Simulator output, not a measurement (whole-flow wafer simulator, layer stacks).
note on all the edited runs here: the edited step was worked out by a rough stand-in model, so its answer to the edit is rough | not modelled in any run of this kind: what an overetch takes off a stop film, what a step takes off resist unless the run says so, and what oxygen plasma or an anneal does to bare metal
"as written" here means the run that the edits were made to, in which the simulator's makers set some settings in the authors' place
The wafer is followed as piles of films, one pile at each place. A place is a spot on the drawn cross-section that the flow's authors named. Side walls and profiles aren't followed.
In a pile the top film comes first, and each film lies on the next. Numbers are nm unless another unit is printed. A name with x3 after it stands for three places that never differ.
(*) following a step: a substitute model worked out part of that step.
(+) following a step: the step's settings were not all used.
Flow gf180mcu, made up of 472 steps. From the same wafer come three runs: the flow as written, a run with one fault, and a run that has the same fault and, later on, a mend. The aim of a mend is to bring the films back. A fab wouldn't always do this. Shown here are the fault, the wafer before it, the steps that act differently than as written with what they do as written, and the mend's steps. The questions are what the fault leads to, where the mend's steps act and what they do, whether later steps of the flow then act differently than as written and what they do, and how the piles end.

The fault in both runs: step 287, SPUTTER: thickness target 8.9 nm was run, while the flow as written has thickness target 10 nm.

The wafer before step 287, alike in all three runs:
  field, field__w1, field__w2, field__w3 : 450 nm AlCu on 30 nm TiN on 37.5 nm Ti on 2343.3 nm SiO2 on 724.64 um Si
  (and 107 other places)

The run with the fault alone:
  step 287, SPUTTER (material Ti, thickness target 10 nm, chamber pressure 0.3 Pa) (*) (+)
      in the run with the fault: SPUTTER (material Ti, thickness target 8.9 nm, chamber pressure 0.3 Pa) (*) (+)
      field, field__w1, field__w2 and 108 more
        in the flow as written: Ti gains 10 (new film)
        in the run with the fault: Ti gains 8.9 (new film)
  Steps later in the flow that act otherwise than as written (3 more steps, not shown, differ only slightly: by at most 2% or 0.5 nm, whichever is larger):
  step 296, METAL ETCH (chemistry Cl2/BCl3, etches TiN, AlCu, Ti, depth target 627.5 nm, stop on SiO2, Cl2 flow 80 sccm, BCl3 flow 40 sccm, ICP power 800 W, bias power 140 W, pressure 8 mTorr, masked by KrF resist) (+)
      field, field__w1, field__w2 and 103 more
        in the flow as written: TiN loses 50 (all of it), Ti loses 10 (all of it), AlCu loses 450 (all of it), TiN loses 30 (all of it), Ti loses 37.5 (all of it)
        in the run with the fault: TiN loses 50 (all of it), Ti loses 8.9 (all of it), AlCu loses 450 (all of it), TiN loses 30 (all of it), Ti loses 37.5 (all of it)
  At field__w8, contact, m1, m1__w1, m1_nw, the piles at the end differ from the flow's by more than 2% or 0.5 nm, whichever is larger.
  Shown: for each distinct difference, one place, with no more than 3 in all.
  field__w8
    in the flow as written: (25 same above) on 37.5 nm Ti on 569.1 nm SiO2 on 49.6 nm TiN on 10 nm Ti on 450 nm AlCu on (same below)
    in the run with the fault: (25 same above) on 37.5 nm Ti on 570.2 nm SiO2 on 49.6 nm TiN on 8.9 nm Ti on 450 nm AlCu on (same below)
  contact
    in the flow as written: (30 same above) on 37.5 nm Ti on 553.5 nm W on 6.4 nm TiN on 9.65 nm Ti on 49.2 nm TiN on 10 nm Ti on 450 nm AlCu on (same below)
    in the run with the fault: (30 same above) on 37.5 nm Ti on 554.6 nm W on 6.4 nm TiN on 9.65 nm Ti on 49.2 nm TiN on 8.9 nm Ti on 450 nm AlCu on (same below)

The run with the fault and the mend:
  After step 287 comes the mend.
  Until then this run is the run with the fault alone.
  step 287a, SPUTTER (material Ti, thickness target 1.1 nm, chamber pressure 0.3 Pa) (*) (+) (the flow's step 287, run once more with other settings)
      field, field__w1, field__w2 and 108 more
        Ti gains 1.1
  None of the later steps of the flow acts differently than as written at any place that is followed.
  The piles end the same as the flow's at every place that both follow.
